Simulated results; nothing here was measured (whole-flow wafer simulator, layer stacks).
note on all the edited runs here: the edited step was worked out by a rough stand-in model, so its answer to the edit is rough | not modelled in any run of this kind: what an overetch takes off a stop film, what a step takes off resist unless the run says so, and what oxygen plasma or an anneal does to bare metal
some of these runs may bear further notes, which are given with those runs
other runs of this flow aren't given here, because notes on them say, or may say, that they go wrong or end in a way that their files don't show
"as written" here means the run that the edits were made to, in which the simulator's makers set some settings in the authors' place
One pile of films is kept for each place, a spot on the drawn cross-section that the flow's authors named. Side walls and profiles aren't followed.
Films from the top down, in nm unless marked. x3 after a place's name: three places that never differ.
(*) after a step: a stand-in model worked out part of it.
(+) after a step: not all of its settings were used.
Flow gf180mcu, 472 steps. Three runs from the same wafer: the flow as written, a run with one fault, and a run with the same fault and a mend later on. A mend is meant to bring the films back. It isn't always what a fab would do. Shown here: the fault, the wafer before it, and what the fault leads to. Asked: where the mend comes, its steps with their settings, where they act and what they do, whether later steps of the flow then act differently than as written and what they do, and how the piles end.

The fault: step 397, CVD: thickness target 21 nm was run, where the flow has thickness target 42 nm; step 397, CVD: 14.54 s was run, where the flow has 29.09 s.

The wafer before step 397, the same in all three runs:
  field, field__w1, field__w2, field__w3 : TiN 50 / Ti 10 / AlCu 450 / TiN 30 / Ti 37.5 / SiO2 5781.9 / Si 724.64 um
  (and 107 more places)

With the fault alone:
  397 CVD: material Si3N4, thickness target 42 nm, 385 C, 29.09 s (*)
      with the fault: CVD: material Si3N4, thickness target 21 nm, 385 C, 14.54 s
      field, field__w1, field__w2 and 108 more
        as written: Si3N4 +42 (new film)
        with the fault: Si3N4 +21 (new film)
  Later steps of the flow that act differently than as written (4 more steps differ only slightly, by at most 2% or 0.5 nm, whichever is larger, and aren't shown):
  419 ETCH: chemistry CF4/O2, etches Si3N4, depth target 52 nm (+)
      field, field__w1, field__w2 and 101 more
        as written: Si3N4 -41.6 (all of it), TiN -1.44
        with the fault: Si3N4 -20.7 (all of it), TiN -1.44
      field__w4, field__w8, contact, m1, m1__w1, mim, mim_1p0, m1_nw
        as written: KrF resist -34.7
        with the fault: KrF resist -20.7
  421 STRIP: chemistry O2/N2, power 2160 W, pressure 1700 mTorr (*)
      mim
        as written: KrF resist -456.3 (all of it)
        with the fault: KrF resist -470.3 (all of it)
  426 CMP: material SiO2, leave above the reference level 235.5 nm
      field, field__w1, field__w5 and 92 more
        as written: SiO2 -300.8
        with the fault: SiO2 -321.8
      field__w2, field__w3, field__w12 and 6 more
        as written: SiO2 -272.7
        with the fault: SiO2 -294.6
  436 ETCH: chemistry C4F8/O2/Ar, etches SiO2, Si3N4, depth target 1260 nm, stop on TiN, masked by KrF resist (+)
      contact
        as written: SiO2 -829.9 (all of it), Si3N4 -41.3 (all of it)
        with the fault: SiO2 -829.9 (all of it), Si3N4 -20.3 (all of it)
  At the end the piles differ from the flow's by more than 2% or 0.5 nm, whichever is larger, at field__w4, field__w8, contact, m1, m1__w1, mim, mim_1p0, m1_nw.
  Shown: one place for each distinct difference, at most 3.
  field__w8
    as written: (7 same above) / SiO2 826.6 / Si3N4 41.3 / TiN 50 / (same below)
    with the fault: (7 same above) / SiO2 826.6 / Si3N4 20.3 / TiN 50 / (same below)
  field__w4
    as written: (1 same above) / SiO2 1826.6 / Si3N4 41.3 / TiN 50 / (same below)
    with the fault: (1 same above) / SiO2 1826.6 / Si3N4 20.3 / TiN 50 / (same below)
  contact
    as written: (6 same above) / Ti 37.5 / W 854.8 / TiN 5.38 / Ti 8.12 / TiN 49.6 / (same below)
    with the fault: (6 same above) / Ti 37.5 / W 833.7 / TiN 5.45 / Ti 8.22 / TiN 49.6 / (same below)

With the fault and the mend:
  The mend comes after step 397.
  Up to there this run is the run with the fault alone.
  397a CVD: material Si3N4, thickness target 21 nm, 385 C, 14.54 s (the flow's step 397 once more, with other settings)
      field, field__w1, field__w2 and 108 more
        Si3N4 +21
  No later step of the flow acts differently than as written, at any place that is followed, by more than 2% or 0.5 nm, whichever is larger.
  At the end the piles differ from the flow's only slightly at the places that both follow, by at most 2% or 0.5 nm, whichever is larger.
